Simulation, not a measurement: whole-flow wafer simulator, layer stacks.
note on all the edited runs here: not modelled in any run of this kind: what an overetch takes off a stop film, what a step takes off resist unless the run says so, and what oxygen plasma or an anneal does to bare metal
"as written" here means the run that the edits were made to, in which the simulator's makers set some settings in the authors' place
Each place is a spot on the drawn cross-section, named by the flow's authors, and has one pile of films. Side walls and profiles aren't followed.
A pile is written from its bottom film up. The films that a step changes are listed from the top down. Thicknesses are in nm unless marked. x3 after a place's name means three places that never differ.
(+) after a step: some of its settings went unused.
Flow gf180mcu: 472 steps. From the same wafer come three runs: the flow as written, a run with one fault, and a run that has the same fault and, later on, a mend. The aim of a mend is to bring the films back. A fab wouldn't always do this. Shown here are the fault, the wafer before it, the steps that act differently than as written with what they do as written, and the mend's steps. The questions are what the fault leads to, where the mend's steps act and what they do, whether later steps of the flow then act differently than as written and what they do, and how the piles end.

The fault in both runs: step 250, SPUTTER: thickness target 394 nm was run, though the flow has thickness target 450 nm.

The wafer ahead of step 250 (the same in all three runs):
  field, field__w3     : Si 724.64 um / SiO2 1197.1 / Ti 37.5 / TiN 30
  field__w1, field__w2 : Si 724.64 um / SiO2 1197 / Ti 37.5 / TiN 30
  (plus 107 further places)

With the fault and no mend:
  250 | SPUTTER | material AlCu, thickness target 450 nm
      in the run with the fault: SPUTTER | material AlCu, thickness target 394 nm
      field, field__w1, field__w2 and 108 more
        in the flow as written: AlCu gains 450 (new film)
        in the run with the fault: AlCu gains 394 (new film)
  Steps further on in the flow that do not act as written:
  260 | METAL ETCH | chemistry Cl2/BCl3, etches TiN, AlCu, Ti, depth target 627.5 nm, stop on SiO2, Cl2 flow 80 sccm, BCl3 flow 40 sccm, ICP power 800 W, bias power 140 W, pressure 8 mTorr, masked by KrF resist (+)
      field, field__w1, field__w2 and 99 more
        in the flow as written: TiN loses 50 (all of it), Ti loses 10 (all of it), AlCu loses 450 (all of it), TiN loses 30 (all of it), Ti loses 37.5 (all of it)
        in the run with the fault: TiN loses 50 (all of it), Ti loses 10 (all of it), AlCu loses 394 (all of it), TiN loses 30 (all of it), Ti loses 37.5 (all of it)
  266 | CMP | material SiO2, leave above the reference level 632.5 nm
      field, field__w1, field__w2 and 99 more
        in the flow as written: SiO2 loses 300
        in the run with the fault: SiO2 loses 356
  By the end, the piles at field__w8, contact, m1 and 6 more depart from the flow's by more than 2% or 0.5 nm, whichever is larger.
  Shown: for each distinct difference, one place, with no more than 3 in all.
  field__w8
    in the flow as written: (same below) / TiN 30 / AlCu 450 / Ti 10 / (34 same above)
    in the run with the fault: (same below) / TiN 30 / AlCu 394 / Ti 10 / (34 same above)
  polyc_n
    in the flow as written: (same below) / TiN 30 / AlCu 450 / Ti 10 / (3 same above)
    in the run with the fault: (same below) / TiN 30 / AlCu 394 / Ti 10 / (3 same above)
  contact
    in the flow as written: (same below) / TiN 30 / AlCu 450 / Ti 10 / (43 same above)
    in the run with the fault: (same below) / TiN 30 / AlCu 394 / Ti 10 / (43 same above)

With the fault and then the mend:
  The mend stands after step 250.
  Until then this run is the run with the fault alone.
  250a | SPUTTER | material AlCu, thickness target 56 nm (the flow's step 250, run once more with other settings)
      field, field__w1, field__w2 and 108 more
        AlCu gains 56
  Every later step of the flow that is run acts as written at every place that is followed.
  At every place that both follow, the piles at the end match the flow's.
